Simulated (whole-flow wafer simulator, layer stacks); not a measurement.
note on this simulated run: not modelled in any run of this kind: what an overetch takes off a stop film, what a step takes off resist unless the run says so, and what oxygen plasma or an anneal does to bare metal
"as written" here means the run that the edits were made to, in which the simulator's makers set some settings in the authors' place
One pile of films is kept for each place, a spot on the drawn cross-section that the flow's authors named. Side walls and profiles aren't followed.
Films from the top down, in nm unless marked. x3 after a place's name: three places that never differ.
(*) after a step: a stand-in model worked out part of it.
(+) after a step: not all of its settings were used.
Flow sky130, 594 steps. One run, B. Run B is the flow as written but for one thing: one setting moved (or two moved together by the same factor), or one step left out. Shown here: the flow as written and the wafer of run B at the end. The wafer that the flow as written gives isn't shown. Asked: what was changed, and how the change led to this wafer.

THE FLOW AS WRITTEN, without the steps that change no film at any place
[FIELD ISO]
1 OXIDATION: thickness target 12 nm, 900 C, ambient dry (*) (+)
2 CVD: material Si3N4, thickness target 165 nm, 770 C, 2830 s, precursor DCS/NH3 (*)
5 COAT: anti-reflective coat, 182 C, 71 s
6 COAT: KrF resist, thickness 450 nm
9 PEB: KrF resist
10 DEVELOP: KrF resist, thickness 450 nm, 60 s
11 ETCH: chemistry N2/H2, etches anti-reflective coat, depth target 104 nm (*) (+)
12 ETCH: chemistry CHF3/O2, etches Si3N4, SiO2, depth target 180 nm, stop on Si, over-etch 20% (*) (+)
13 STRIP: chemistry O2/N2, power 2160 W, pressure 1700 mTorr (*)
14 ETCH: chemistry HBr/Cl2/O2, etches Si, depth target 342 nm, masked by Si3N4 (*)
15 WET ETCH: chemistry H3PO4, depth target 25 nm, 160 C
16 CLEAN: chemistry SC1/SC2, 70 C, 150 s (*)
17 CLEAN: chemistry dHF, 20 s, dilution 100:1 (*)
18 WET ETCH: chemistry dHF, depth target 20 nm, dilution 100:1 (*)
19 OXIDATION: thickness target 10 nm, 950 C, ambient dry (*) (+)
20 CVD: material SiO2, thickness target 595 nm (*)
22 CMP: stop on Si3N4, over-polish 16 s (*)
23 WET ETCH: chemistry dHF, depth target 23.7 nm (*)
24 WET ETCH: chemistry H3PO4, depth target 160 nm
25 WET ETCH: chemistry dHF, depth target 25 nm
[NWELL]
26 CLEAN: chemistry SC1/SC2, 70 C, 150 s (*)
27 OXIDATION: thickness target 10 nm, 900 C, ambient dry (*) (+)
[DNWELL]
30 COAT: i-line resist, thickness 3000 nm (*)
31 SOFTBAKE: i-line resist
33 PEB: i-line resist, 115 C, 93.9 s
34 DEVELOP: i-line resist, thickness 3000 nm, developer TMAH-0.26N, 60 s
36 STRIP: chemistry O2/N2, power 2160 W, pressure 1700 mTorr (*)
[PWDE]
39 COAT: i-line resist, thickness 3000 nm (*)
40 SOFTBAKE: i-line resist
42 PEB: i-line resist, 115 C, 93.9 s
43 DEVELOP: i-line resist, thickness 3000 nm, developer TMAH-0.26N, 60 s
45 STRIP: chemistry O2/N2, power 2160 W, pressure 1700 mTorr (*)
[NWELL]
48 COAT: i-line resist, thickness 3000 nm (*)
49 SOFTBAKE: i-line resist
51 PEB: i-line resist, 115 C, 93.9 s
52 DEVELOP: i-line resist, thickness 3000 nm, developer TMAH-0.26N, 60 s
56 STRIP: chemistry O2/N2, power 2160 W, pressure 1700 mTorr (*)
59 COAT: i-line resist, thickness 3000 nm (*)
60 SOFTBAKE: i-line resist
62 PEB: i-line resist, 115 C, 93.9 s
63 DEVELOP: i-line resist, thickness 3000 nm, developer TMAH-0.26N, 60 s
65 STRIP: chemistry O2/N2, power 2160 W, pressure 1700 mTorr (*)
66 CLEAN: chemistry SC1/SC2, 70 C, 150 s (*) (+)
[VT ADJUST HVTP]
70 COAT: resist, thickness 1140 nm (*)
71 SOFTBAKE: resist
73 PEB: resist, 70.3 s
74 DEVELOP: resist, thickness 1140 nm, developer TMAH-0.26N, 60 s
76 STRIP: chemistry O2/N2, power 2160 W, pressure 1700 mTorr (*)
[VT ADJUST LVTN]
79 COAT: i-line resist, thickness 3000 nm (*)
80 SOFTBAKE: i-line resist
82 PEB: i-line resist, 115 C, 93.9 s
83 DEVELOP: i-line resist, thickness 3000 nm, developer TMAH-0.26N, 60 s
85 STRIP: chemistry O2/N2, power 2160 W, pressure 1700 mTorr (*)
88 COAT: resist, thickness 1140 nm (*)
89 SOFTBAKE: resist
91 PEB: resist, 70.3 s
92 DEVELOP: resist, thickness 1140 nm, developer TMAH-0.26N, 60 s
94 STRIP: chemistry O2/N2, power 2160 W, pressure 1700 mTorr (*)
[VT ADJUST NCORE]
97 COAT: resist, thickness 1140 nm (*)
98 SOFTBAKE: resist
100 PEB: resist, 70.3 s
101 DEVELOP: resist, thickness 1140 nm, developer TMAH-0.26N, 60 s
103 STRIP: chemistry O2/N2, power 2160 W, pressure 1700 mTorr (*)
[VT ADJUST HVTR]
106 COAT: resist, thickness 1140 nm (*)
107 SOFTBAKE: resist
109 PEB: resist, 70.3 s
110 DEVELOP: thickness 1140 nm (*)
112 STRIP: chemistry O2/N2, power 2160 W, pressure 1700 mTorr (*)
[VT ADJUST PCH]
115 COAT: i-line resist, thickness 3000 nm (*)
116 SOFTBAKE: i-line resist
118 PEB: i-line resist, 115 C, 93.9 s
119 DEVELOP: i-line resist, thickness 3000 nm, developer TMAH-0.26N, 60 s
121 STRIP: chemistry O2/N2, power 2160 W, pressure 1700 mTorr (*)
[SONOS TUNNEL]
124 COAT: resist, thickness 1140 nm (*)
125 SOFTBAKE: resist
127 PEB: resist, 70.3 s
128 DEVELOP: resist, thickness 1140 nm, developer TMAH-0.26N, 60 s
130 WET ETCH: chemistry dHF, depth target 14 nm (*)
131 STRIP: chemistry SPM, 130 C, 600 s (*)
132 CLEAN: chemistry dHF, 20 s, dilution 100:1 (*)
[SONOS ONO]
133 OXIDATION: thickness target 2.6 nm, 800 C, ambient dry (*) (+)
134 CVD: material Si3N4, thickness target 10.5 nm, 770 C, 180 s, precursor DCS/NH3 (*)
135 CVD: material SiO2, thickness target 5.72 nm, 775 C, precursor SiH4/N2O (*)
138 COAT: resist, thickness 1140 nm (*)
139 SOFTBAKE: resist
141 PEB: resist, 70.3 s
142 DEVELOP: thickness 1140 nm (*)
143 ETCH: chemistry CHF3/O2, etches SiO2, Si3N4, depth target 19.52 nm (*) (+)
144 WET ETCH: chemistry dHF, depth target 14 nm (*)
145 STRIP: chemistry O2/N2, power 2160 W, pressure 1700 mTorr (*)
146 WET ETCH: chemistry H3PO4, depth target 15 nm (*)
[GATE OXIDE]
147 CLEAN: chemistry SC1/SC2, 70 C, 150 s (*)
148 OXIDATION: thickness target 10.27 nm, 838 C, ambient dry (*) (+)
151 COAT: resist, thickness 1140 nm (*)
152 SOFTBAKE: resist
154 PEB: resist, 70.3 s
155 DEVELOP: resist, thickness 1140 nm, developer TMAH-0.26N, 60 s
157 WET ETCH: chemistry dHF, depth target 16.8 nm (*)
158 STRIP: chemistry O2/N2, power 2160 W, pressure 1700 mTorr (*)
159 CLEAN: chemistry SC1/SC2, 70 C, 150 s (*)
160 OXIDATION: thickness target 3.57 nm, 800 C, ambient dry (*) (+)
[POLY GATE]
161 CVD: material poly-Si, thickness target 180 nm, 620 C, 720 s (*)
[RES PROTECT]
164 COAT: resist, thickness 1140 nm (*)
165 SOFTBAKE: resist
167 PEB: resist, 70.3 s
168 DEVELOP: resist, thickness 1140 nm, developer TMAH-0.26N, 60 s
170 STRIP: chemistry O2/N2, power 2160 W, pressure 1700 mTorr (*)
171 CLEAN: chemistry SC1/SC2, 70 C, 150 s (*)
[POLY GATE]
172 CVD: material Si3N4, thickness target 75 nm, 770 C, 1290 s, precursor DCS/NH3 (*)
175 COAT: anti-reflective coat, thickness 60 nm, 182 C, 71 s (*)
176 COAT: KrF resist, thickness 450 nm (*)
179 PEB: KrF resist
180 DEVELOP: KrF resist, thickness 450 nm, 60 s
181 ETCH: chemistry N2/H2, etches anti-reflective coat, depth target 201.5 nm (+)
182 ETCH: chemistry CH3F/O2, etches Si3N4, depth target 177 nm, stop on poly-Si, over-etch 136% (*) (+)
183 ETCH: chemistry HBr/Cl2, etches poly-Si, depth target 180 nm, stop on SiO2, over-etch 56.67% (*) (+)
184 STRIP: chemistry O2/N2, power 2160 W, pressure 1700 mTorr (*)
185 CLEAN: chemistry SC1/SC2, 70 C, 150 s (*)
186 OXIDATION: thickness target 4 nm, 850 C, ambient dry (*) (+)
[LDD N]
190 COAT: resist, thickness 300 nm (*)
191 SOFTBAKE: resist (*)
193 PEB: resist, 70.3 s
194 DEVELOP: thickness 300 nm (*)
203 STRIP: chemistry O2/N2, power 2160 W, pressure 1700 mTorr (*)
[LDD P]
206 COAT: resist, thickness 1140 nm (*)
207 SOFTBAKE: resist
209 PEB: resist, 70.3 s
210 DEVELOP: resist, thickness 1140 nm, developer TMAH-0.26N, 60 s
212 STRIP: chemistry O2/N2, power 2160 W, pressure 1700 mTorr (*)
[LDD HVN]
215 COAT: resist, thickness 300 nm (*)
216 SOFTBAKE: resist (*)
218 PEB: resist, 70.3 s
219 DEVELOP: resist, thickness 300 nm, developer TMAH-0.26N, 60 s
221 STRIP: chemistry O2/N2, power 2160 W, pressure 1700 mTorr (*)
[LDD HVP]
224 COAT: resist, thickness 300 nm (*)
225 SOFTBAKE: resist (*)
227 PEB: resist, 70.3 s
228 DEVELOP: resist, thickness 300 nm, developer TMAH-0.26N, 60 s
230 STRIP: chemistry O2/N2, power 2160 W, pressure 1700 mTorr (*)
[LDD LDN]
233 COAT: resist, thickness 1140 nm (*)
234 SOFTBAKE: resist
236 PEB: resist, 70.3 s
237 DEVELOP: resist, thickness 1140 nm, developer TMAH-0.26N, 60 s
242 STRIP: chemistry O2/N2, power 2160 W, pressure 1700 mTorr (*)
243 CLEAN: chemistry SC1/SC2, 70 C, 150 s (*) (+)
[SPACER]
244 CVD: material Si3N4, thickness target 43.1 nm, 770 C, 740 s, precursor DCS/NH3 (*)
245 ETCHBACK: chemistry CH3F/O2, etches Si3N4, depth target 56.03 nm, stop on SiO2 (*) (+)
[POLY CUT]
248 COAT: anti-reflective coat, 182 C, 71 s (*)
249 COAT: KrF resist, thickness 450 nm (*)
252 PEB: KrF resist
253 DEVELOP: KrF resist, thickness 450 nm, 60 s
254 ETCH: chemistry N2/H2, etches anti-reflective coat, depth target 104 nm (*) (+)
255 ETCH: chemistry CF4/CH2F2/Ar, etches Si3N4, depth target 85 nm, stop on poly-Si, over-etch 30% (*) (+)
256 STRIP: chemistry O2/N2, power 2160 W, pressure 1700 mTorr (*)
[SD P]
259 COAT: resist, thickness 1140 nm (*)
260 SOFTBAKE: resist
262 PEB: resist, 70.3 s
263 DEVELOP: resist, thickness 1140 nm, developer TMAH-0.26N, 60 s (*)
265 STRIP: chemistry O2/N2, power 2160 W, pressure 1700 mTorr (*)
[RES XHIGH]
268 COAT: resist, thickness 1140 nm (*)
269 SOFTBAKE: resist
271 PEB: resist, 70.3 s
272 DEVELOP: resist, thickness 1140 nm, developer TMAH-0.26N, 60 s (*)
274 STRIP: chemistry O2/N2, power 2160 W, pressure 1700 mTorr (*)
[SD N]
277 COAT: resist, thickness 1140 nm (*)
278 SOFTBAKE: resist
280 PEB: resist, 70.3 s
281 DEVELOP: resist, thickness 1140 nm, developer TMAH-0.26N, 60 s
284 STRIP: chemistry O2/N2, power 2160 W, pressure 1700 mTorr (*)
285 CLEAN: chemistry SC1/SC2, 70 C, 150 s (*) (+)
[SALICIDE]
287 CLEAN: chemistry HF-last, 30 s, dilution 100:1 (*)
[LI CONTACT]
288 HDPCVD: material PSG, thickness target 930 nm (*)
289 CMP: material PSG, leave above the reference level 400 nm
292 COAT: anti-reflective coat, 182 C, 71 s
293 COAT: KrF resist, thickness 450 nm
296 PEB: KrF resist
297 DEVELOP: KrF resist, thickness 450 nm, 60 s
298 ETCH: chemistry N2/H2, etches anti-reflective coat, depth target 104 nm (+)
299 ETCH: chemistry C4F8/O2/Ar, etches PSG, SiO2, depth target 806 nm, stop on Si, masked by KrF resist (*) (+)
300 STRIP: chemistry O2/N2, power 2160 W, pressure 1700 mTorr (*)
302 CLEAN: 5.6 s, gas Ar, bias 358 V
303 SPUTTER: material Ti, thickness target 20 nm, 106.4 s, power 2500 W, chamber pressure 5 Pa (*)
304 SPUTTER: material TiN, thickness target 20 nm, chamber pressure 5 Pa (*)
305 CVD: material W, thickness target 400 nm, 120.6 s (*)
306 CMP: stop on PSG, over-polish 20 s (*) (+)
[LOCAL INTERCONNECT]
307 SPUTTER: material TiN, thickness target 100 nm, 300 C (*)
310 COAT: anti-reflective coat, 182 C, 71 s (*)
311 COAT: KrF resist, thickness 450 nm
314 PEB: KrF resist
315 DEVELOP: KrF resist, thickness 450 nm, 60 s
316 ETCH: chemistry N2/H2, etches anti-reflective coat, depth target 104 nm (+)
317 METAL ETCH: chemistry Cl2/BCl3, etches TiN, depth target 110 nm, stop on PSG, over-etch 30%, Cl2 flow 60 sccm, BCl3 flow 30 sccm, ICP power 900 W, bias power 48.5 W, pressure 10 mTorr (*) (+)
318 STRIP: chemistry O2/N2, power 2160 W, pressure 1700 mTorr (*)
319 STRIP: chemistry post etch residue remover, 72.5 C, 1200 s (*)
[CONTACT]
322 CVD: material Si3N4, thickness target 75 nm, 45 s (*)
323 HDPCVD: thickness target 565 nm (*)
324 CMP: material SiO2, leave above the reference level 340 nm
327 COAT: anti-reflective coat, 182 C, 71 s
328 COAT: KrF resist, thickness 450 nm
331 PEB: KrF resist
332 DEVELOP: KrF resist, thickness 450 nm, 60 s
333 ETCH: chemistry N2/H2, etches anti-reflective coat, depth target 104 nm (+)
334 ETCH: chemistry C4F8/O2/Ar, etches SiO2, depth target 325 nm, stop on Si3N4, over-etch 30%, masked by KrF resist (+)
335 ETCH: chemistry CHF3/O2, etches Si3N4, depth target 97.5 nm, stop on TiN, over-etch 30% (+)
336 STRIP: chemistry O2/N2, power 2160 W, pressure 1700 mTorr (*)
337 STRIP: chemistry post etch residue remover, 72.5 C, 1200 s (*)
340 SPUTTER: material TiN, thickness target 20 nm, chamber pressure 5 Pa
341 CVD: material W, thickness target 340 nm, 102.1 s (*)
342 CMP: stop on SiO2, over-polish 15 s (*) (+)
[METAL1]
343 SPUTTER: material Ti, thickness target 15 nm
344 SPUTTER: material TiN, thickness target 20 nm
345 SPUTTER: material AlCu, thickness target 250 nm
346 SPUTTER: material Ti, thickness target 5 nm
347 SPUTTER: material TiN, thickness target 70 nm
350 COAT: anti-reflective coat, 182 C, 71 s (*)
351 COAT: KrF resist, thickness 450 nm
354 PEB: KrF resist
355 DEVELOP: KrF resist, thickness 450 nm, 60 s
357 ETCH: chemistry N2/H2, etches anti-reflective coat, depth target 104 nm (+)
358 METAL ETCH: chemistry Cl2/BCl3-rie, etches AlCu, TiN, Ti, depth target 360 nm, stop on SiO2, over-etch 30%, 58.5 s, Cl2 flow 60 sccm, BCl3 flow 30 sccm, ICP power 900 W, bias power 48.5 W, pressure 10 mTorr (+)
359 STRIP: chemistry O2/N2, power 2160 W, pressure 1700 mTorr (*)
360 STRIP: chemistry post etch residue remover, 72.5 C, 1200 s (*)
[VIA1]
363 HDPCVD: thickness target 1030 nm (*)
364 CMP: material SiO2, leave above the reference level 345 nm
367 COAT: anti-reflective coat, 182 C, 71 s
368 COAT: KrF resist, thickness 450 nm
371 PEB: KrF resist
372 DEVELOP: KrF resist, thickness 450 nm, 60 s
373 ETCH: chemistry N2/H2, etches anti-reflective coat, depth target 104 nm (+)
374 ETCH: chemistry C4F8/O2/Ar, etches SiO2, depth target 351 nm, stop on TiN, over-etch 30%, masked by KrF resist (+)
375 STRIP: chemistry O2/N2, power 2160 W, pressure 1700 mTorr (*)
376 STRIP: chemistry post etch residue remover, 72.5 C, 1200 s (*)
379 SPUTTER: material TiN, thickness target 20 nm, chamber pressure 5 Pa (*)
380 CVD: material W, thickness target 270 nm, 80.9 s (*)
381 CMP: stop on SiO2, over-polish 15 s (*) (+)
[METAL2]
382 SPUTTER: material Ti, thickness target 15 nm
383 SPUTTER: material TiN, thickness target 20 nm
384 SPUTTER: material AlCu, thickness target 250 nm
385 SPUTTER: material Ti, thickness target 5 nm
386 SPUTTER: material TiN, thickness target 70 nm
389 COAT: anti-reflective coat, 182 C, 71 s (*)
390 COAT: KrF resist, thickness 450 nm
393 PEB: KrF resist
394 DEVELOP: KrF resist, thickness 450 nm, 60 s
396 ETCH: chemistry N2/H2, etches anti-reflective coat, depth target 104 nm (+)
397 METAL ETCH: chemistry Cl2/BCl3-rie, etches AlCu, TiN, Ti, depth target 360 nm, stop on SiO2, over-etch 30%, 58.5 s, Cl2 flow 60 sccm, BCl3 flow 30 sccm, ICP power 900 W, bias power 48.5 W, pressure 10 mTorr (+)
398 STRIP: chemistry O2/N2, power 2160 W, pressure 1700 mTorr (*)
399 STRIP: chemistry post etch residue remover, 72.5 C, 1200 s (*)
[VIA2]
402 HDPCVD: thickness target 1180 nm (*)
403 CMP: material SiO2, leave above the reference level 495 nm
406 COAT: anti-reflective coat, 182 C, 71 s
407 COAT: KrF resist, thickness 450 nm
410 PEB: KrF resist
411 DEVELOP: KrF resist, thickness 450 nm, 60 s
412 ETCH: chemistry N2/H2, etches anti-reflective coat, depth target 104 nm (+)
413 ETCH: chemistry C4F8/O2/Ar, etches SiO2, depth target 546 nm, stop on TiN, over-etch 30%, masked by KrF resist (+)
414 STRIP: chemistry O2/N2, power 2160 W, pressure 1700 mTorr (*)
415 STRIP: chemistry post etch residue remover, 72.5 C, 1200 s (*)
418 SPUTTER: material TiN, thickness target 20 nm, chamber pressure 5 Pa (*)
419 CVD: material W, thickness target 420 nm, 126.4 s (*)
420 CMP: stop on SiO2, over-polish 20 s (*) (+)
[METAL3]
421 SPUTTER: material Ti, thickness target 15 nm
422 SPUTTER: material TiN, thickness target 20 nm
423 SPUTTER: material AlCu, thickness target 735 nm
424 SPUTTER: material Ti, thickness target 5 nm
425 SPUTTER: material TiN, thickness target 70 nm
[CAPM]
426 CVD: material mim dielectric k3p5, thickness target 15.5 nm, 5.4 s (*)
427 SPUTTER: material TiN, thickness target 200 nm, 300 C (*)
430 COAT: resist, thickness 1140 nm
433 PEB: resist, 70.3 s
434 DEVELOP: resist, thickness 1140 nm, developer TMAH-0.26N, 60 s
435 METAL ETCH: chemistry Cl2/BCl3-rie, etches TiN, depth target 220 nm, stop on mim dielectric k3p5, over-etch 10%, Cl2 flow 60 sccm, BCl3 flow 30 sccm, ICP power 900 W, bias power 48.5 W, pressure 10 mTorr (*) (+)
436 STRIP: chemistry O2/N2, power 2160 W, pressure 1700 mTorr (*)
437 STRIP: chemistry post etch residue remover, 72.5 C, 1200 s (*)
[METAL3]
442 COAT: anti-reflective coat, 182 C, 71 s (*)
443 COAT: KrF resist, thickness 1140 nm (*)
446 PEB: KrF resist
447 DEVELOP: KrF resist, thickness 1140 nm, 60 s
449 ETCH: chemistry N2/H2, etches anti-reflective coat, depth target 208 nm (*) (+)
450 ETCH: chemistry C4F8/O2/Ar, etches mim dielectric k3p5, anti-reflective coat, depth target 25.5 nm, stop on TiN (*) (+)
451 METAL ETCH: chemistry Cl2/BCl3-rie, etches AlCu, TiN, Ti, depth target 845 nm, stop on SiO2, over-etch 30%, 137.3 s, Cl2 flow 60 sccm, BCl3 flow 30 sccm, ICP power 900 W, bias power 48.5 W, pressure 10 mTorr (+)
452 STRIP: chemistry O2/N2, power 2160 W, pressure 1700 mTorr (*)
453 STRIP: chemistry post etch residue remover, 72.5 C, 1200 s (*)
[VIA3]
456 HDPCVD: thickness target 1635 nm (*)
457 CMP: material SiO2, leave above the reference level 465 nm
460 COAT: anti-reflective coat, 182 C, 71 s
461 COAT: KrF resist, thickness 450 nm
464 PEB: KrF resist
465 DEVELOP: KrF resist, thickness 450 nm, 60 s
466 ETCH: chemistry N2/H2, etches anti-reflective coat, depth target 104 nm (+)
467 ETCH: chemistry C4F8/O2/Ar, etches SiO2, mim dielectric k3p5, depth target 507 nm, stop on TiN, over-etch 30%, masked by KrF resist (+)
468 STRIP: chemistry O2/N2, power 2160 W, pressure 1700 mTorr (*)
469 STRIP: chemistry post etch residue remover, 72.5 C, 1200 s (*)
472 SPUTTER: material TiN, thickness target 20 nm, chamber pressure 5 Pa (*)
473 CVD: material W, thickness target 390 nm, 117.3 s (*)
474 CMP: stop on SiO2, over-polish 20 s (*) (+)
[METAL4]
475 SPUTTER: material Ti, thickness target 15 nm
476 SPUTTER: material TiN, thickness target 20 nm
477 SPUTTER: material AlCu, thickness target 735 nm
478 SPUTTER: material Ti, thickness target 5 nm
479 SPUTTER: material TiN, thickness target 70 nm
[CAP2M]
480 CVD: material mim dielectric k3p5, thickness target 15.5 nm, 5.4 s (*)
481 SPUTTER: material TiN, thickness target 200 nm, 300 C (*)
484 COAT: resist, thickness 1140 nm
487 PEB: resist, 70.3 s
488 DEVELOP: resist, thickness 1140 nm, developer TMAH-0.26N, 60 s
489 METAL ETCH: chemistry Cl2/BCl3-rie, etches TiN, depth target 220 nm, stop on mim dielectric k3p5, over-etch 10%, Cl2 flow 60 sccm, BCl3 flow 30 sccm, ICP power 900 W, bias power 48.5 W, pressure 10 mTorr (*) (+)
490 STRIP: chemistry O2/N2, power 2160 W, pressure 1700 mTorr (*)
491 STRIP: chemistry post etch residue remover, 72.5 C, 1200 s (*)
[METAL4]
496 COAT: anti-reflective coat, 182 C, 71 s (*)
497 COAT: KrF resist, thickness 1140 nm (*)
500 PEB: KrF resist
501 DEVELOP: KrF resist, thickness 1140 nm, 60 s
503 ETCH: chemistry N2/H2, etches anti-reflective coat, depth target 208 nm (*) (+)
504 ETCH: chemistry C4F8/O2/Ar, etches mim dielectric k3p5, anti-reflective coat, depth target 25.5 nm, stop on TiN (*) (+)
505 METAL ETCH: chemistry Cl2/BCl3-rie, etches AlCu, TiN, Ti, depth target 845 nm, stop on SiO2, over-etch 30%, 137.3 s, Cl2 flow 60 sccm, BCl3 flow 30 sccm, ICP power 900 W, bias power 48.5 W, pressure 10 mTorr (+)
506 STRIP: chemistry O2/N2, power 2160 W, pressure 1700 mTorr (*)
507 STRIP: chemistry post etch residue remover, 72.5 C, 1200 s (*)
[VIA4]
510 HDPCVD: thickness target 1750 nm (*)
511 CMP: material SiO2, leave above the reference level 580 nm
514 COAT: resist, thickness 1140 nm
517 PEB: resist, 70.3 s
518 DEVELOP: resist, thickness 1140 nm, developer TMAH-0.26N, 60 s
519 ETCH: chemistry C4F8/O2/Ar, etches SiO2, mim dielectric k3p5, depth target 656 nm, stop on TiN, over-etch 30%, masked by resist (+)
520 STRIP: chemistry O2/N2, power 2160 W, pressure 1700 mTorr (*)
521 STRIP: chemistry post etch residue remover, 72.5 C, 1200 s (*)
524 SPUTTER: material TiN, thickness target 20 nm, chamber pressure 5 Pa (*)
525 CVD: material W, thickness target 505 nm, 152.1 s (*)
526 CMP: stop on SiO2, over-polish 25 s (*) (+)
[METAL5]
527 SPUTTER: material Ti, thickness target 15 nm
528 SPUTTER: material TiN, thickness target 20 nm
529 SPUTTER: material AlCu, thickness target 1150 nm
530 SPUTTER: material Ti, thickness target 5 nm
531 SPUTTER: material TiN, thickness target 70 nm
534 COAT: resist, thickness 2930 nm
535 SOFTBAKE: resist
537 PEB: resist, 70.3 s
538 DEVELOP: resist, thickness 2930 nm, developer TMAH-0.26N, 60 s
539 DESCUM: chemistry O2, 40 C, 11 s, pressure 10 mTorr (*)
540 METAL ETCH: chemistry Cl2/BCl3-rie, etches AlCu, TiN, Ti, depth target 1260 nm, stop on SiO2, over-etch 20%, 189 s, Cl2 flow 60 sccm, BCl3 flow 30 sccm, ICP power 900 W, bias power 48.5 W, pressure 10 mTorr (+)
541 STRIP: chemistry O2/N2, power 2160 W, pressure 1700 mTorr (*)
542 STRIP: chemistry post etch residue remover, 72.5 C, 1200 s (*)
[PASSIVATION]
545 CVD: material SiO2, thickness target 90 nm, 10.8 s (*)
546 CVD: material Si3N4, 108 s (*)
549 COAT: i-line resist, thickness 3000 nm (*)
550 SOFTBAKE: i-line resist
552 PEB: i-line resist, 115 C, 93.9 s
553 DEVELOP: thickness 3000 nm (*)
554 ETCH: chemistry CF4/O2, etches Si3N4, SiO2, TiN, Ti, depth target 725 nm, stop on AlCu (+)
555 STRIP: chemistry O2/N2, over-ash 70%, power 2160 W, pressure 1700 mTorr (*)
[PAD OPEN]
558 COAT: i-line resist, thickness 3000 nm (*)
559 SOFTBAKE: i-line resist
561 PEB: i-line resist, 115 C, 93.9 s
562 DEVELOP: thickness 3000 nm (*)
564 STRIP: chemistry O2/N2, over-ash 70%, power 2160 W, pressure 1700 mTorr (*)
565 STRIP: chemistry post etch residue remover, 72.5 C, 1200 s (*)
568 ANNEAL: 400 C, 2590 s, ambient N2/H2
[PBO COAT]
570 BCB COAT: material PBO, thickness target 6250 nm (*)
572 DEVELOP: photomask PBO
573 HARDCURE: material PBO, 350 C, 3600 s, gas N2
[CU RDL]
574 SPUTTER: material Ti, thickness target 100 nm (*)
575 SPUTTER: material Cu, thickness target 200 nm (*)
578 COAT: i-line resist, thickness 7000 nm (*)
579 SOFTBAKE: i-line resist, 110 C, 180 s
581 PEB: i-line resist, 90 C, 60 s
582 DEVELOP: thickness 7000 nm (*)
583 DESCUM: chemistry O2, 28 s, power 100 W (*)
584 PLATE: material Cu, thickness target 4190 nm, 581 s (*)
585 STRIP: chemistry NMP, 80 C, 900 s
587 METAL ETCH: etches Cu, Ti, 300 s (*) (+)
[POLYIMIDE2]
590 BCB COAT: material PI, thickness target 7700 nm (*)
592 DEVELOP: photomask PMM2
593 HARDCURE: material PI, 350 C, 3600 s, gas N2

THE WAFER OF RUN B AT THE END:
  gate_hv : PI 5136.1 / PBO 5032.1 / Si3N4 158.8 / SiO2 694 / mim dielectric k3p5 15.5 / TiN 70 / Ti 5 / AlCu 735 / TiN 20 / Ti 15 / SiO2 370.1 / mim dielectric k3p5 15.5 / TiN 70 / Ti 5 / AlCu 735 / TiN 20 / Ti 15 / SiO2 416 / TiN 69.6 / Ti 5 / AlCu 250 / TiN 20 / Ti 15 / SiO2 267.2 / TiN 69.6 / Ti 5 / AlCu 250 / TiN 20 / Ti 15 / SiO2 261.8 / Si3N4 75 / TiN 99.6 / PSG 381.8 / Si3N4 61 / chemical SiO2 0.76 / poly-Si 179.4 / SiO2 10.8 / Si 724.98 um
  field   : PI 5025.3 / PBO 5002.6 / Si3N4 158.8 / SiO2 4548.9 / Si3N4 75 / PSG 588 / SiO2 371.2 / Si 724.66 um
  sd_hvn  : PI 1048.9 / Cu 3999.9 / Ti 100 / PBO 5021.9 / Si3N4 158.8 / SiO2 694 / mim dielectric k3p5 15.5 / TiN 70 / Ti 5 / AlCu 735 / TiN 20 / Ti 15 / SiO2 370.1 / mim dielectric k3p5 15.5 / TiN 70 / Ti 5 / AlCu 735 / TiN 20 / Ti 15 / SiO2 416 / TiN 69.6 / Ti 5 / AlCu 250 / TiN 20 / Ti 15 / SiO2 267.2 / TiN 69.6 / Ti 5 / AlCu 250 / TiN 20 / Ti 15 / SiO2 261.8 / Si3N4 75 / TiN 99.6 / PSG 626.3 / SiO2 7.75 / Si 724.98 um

The cause: step 511, CMP: leave above the reference level 690 nm was run, where the flow has leave above the reference level 580 nm.

How the change led to this, step by step:
  511 CMP: material SiO2, leave above the reference level 580 nm
      n_well, p_well, gate_hv and 99 more: SiO2 -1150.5 (as written it would be: SiO2 -1260.5)
      field, active, gate and 77 more: SiO2 -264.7 (as written it would be: SiO2 -374.7)
      (and at 11 more places)
  519 ETCH: chemistry C4F8/O2/Ar, etches SiO2, mim dielectric k3p5, depth target 656 nm, stop on TiN, over-etch 30%, masked by resist (+)
      m1: SiO2 -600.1 (all of it), mim dielectric k3p5 -15.5 (all of it) (as written it would be: SiO2 -490.1 (all of it), mim dielectric k3p5 -15.5 (all of it))
      via4_hole: SiO2 -599.5 (all of it), mim dielectric k3p5 -15.5 (all of it) (as written it would be: SiO2 -489.5 (all of it), mim dielectric k3p5 -15.5 (all of it))
  524 SPUTTER: material TiN, thickness target 20 nm, chamber pressure 5 Pa (*)
      m1, via4_hole: TiN +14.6 (as written it would be: TiN +15.3)
  525 CVD: material W, thickness target 505 nm, 152.1 s (*)
      m1: W +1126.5 (new film) (as written it would be: W +1015.8 (new film))
      via4_hole: W +1125.8 (new film) (as written it would be: W +1015.2 (new film))
